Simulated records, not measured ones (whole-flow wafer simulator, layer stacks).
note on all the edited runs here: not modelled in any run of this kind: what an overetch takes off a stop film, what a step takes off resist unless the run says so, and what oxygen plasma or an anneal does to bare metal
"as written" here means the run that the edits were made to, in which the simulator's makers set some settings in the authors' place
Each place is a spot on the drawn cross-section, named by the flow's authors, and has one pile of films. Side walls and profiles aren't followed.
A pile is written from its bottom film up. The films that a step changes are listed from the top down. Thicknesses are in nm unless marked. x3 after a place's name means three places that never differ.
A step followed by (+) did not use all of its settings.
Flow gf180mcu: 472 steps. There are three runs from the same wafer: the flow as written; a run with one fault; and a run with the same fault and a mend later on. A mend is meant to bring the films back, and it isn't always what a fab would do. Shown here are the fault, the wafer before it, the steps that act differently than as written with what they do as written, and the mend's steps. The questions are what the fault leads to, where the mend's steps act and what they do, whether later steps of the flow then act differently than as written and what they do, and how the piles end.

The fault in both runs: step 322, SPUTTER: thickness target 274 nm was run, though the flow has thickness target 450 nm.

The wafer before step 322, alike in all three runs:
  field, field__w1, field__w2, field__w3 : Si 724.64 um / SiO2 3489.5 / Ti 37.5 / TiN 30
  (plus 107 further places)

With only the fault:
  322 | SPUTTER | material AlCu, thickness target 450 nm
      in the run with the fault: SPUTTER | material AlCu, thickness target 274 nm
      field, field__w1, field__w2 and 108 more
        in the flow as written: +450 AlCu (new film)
        in the run with the fault: +274 AlCu (new film)
  Steps further on in the flow that do not act as written (1 more step, not shown, differs only slightly: by at most 2% or 0.5 nm, whichever is larger):
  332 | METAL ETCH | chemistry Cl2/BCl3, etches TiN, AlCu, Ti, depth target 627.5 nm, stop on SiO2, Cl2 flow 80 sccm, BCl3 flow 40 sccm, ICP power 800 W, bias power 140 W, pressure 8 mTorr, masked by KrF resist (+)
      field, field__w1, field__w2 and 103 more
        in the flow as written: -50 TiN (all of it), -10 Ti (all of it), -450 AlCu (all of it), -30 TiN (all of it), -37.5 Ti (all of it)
        in the run with the fault: -50 TiN (all of it), -10 Ti (all of it), -274 AlCu (all of it), -30 TiN (all of it), -37.5 Ti (all of it)
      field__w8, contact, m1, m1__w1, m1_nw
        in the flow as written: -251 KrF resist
        in the run with the fault: -240.9 KrF resist
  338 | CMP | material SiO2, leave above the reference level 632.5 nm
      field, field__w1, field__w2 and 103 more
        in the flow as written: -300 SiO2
        in the run with the fault: -476 SiO2
  By the end, the piles at field, field__w1, field__w2 and 109 more depart from the flow's by more than 2% or 0.5 nm, whichever is larger.
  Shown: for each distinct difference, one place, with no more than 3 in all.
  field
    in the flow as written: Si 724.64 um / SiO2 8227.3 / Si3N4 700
    in the run with the fault: Si 724.64 um / SiO2 8051.3 / Si3N4 700
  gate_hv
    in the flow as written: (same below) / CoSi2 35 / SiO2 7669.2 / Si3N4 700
    in the run with the fault: (same below) / CoSi2 35 / SiO2 7493.2 / Si3N4 700
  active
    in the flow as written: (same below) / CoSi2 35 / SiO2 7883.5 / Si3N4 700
    in the run with the fault: (same below) / CoSi2 35 / SiO2 7707.5 / Si3N4 700

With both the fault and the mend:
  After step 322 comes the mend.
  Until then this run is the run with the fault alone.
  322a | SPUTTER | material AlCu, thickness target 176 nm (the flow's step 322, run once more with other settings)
      field, field__w1, field__w2 and 108 more
        +176 AlCu
  Every later step of the flow that is run acts as written at every place that is followed.
  The piles end the same as the flow's at every place that both follow.
